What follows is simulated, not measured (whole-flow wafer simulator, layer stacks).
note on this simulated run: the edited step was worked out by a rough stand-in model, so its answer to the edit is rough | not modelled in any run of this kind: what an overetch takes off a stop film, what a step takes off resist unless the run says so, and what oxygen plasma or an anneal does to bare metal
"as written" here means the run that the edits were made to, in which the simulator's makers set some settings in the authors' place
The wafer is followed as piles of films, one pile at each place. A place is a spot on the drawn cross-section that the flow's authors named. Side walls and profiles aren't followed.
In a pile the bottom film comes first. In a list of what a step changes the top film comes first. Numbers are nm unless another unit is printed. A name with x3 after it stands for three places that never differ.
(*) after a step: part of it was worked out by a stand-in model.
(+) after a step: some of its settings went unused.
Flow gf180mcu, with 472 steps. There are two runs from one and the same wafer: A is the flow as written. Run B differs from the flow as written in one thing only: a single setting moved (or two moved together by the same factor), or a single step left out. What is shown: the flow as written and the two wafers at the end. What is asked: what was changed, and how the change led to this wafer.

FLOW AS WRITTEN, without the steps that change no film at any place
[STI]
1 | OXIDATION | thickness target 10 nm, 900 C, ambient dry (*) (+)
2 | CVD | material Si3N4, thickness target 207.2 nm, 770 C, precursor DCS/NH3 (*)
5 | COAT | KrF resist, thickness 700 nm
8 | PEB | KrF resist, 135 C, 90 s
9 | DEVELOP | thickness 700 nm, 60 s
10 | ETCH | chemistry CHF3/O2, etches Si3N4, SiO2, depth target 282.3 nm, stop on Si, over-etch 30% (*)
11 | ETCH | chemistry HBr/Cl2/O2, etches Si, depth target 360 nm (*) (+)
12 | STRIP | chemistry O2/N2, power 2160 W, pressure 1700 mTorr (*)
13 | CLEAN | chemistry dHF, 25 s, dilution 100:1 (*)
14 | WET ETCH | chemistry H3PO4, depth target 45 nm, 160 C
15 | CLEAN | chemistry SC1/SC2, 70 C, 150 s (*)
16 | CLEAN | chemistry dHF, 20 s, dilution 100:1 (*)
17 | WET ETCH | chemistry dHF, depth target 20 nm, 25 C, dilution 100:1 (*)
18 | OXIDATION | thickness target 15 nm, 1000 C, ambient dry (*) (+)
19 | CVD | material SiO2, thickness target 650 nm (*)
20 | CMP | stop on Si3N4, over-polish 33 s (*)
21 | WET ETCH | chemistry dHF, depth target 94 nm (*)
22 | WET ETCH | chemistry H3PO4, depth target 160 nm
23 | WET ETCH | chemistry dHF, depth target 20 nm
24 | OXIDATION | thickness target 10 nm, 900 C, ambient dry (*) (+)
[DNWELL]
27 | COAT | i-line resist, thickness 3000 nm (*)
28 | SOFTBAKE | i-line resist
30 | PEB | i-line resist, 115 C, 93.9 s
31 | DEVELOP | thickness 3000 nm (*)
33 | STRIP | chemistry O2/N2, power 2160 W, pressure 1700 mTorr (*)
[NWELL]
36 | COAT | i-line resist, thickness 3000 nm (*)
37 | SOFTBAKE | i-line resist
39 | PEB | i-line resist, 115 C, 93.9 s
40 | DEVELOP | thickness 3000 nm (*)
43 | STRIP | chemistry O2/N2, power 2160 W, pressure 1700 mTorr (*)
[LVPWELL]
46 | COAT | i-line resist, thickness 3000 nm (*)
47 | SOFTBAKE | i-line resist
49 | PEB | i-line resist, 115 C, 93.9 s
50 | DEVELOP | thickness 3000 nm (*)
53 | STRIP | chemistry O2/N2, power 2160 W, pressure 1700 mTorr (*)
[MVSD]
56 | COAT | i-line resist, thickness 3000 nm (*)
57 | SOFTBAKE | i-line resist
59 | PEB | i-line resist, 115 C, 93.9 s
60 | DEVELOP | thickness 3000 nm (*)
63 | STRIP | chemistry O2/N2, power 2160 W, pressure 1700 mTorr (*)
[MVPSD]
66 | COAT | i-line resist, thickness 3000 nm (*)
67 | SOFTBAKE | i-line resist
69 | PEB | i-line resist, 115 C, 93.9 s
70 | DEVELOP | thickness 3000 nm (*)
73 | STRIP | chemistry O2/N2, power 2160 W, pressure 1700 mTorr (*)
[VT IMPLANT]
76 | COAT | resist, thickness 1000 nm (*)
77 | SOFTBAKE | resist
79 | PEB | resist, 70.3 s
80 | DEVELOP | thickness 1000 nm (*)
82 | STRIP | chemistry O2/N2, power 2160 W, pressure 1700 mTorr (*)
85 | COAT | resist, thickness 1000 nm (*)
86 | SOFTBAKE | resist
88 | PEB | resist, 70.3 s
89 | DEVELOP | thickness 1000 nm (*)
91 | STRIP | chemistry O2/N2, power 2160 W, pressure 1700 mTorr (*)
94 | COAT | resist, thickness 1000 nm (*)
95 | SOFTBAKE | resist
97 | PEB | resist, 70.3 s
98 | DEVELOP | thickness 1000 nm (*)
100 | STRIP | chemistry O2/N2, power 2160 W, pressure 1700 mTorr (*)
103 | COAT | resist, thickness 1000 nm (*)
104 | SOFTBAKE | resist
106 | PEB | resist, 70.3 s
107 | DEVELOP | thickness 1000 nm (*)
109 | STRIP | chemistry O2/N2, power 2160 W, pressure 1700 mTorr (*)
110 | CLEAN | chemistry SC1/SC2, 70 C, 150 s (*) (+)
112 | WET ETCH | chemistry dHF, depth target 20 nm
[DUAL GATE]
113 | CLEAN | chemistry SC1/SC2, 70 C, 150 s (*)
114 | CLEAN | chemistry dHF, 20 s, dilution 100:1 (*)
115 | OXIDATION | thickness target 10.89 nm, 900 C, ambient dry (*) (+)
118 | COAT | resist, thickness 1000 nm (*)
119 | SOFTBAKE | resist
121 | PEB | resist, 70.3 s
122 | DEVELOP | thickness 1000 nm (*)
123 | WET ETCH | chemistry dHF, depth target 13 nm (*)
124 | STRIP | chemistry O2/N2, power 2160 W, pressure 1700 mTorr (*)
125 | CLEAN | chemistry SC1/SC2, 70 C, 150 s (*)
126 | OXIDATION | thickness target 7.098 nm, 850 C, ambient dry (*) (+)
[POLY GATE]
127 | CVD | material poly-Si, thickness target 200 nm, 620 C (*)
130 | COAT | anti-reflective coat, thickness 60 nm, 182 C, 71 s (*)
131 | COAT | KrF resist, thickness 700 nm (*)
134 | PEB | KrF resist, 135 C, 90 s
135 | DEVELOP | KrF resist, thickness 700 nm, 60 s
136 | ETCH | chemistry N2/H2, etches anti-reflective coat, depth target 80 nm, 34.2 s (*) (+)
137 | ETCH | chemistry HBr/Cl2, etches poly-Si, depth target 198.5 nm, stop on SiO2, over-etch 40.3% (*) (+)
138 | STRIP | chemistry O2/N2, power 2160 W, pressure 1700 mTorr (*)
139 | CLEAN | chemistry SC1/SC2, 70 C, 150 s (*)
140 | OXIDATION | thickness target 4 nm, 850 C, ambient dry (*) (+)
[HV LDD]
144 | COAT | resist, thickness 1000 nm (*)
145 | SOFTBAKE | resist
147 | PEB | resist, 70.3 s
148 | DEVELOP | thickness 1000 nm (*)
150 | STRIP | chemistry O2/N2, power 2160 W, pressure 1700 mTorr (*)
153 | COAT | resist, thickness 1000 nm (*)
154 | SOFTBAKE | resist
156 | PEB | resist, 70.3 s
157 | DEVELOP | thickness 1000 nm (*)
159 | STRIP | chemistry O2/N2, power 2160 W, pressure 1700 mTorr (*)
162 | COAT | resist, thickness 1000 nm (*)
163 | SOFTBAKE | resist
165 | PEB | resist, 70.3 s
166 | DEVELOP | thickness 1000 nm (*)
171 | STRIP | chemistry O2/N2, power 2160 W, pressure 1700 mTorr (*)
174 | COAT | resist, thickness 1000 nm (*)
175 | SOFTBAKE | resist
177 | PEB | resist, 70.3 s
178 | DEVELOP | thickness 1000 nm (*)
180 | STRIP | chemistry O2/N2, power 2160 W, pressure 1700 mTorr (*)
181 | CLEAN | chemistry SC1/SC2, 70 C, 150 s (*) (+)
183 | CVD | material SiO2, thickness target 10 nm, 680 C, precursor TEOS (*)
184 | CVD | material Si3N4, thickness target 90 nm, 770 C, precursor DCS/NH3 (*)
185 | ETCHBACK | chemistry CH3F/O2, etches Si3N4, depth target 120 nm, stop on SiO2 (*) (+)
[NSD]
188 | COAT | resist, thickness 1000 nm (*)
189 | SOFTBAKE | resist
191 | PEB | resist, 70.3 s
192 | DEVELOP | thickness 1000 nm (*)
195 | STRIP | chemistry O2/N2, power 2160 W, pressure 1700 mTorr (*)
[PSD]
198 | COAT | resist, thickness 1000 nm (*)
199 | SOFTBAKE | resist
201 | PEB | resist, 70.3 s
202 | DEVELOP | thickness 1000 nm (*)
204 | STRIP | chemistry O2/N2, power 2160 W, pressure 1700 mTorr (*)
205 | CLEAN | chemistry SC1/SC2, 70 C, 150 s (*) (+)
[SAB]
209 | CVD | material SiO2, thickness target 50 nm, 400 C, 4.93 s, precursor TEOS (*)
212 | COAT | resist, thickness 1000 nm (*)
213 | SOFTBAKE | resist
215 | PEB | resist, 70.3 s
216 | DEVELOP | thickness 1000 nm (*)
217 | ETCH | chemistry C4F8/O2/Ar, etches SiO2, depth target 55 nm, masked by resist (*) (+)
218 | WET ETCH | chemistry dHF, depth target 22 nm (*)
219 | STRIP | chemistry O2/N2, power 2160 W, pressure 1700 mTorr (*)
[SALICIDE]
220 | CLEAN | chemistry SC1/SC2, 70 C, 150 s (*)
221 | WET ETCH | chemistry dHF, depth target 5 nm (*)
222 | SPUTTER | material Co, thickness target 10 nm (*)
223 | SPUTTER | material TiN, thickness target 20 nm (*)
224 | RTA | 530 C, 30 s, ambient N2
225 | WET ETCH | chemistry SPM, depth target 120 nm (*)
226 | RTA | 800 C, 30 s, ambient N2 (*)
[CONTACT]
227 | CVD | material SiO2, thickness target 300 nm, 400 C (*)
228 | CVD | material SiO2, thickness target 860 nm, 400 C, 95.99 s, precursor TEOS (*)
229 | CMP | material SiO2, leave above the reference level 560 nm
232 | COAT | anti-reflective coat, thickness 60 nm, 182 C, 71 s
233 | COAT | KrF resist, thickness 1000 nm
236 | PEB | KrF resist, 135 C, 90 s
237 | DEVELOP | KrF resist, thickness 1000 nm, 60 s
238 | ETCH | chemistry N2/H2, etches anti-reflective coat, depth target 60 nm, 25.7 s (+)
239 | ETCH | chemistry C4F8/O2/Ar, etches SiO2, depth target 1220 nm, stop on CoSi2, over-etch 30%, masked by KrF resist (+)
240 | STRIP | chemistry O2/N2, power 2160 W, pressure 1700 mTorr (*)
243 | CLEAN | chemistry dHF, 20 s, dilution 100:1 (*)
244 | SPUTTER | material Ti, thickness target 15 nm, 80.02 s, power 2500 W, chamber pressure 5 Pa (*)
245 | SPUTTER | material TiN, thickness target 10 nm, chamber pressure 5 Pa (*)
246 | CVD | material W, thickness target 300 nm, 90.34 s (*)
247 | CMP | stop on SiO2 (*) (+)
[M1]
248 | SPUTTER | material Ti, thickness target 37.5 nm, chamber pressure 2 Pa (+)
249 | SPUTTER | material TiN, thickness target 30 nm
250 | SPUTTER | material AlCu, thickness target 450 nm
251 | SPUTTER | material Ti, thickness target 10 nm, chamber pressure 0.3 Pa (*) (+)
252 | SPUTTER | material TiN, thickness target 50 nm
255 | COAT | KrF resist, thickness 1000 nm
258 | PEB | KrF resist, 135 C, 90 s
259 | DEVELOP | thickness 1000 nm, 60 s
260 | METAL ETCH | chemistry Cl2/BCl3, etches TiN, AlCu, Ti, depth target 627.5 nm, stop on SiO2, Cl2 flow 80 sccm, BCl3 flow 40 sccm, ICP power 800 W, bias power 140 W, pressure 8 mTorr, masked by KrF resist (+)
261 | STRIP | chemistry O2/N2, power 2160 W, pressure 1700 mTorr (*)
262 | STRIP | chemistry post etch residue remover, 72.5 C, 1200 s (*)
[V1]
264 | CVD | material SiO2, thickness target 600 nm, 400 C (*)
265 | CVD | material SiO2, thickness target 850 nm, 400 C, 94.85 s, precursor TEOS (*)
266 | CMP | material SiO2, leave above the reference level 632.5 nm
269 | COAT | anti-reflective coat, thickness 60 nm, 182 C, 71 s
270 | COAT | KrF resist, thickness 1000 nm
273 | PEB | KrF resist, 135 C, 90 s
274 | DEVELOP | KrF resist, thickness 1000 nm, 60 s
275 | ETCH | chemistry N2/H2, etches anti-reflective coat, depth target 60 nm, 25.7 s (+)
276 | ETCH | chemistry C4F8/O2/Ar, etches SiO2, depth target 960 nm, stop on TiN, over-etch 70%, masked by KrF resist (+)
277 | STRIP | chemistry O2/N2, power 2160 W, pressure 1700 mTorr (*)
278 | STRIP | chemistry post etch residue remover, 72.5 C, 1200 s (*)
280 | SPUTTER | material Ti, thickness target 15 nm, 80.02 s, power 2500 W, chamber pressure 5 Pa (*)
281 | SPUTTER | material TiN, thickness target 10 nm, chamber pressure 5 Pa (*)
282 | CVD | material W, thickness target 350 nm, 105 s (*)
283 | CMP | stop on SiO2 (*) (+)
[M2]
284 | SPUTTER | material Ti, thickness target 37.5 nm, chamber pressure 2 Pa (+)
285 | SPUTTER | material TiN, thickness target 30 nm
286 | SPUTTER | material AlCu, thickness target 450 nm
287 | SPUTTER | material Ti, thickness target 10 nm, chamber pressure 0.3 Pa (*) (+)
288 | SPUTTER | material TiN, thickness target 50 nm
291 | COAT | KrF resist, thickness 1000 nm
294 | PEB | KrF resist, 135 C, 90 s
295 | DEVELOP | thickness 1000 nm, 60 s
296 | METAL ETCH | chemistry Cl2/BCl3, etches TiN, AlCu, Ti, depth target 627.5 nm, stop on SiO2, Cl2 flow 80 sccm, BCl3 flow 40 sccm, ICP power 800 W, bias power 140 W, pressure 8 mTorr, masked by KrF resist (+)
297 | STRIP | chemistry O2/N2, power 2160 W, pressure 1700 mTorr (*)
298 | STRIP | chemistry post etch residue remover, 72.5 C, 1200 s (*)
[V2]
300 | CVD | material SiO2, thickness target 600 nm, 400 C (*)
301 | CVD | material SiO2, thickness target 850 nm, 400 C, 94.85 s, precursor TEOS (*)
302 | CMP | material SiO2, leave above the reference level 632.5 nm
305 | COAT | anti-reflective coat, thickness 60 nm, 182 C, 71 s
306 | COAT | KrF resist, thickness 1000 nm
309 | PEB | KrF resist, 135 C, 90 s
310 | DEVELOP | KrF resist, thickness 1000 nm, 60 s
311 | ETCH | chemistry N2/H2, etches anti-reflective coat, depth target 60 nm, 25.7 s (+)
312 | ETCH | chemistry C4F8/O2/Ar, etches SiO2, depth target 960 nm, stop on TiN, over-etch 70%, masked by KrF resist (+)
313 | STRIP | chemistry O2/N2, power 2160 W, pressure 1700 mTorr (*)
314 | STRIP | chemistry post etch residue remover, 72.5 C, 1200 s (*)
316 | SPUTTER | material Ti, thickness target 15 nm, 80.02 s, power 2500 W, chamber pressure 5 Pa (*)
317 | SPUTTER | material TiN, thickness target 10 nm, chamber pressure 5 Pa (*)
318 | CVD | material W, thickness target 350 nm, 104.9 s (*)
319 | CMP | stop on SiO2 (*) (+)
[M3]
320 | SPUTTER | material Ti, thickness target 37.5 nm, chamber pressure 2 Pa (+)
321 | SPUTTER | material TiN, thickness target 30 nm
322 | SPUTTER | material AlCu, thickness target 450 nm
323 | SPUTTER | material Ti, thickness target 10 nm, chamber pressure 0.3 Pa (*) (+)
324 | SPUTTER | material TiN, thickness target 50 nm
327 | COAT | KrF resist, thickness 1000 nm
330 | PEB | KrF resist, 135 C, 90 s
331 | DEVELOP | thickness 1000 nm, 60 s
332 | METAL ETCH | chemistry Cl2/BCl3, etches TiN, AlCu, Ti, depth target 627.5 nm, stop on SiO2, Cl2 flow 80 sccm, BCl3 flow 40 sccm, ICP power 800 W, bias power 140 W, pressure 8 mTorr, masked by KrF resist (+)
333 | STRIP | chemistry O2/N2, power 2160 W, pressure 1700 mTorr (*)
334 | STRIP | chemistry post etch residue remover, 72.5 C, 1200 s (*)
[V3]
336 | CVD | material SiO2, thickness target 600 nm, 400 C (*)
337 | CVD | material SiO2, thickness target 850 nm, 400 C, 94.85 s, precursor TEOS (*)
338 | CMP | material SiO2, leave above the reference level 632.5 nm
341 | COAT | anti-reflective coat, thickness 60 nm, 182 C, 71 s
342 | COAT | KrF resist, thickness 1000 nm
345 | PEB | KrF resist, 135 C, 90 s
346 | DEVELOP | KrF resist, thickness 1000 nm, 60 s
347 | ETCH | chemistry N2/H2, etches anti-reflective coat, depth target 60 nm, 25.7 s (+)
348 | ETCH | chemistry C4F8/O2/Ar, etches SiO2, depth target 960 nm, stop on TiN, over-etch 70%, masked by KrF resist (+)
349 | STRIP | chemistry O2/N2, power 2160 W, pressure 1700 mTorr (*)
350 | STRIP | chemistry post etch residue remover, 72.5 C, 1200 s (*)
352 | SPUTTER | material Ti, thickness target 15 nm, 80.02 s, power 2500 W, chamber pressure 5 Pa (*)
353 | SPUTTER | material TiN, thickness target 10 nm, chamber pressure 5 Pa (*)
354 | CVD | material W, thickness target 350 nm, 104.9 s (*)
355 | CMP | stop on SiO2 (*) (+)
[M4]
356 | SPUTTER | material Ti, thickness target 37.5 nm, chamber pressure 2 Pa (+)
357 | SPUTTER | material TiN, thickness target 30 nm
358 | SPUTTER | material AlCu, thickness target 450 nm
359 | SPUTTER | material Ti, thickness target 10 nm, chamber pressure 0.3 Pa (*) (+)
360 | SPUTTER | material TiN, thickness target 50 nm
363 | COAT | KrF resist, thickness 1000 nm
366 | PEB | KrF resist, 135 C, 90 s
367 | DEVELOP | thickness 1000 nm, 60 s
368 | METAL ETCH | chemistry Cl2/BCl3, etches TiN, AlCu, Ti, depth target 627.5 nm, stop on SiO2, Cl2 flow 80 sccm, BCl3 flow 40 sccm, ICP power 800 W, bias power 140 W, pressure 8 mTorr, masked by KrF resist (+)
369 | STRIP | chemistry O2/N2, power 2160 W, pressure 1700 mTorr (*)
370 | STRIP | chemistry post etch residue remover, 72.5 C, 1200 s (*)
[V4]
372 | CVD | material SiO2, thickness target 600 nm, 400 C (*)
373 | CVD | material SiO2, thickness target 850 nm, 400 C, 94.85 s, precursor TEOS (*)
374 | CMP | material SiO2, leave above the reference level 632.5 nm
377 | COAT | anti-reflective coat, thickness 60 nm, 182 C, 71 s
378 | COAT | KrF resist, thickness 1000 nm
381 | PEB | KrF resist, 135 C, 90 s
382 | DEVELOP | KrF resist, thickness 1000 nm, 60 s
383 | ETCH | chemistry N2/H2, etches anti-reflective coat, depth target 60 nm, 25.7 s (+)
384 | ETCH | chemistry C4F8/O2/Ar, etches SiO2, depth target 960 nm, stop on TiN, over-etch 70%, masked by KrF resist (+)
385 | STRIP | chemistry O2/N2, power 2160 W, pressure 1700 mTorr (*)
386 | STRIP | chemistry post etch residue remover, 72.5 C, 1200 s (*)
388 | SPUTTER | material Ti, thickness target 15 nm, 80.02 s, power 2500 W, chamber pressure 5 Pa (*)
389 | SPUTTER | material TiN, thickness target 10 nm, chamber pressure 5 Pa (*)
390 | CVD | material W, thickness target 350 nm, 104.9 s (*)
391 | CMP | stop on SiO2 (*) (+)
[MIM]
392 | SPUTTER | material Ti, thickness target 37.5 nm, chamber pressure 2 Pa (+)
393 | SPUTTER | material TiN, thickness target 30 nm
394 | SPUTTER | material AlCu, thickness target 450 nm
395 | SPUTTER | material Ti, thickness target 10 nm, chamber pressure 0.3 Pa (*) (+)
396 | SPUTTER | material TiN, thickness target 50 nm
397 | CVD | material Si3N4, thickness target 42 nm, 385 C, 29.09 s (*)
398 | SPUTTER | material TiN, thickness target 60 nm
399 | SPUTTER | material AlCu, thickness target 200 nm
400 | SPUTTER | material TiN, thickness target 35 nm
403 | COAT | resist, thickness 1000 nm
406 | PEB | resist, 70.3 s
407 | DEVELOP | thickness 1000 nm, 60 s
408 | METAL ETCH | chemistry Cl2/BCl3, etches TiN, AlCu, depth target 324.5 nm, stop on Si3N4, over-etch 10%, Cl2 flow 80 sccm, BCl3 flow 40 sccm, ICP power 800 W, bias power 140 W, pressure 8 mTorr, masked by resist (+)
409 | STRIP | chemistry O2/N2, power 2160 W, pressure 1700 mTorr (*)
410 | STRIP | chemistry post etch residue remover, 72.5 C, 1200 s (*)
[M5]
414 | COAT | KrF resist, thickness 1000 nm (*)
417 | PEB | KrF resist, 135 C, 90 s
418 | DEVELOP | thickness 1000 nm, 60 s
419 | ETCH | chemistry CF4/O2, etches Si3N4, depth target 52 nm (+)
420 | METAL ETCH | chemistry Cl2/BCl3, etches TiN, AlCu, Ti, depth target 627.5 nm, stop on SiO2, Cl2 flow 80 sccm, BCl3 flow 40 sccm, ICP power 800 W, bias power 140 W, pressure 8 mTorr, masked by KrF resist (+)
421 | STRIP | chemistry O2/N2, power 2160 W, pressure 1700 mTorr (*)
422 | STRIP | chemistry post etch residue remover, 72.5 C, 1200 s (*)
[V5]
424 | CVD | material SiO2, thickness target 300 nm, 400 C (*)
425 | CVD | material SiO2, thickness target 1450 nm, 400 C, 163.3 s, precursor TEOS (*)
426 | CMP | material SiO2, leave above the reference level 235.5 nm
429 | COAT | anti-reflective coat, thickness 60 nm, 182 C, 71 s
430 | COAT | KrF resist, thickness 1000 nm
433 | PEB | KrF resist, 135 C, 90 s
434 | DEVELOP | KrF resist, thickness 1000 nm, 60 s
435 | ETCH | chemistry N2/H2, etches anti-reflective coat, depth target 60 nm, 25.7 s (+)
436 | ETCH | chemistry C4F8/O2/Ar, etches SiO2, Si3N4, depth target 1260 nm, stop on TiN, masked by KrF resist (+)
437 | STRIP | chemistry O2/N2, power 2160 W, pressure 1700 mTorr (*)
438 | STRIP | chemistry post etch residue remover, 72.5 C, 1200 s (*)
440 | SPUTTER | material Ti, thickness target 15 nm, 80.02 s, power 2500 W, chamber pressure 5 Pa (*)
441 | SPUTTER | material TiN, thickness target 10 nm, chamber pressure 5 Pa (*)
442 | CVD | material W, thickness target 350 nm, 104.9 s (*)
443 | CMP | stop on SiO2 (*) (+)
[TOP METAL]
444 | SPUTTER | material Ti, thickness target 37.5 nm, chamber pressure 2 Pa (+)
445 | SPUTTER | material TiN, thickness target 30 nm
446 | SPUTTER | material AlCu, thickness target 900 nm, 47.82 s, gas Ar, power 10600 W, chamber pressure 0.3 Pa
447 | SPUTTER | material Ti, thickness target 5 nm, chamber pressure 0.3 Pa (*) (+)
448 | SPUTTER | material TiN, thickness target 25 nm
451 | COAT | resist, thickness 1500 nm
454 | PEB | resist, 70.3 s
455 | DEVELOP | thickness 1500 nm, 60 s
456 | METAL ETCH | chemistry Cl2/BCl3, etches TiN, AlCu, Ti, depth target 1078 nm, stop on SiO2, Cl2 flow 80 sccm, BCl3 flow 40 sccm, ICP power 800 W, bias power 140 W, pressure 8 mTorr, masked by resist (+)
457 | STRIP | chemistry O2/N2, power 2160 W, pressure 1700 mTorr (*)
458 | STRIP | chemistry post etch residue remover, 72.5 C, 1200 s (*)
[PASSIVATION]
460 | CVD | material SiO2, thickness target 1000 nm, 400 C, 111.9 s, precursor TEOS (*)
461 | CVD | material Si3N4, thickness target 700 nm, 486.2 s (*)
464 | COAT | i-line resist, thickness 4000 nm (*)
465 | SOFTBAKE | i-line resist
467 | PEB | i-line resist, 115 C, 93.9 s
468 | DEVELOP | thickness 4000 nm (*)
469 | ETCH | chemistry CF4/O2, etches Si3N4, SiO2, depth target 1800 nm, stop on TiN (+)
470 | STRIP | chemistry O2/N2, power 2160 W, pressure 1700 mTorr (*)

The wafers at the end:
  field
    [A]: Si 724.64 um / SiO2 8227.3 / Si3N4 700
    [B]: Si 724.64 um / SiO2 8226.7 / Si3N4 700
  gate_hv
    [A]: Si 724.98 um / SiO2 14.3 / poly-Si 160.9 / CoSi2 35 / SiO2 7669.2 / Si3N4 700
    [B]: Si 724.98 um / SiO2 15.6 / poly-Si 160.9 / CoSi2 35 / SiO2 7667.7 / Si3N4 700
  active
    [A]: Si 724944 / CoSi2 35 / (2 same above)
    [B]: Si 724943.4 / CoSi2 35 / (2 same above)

What caused this: step 126, OXIDATION: thickness target 8.695 nm was run, whereas the flow has thickness target 7.098 nm.

How this came from the change, step by step:
  126 | OXIDATION | thickness target 7.098 nm, 850 C, ambient dry (*) (+)
      gate_hv, active_hv, active_nat and 25 more: A SiO2 gains 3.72, Si loses 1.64 | B SiO2 gains 5.08, Si loses 2.24
      active, n_well, p_well and 12 more: A SiO2 gains 7.1 (new film), chemical SiO2 loses 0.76 (all of it), Si loses 2.79 | B SiO2 gains 8.7 (new film), chemical SiO2 loses 0.76 (all of it), Si loses 3.49
  189 | SOFTBAKE | resist
      nw_enc_fld_lv__w3: A resist gains 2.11 | B resist loses 1.58
  199 | SOFTBAKE | resist
      nw_enc_fld_lv__w3: A resist gains 2.11 | B resist loses 1.58
  218 | WET ETCH | chemistry dHF, depth target 22 nm (*)
      active, p_well, sd_n, iso_ptap_pw, iso_ntap_nw, iso_ptap_sub, vpnp_e: A SiO2 loses 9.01 (all of it) | B SiO2 loses 10.5 (all of it)
      ldn_tap, ldn_src, ldn_drn, ldp_tap, ldp_src, ldp_drn, ldp_gr: A SiO2 loses 16 (all of it) | B SiO2 loses 17.3 (all of it)
      (and at 9 other places as well)
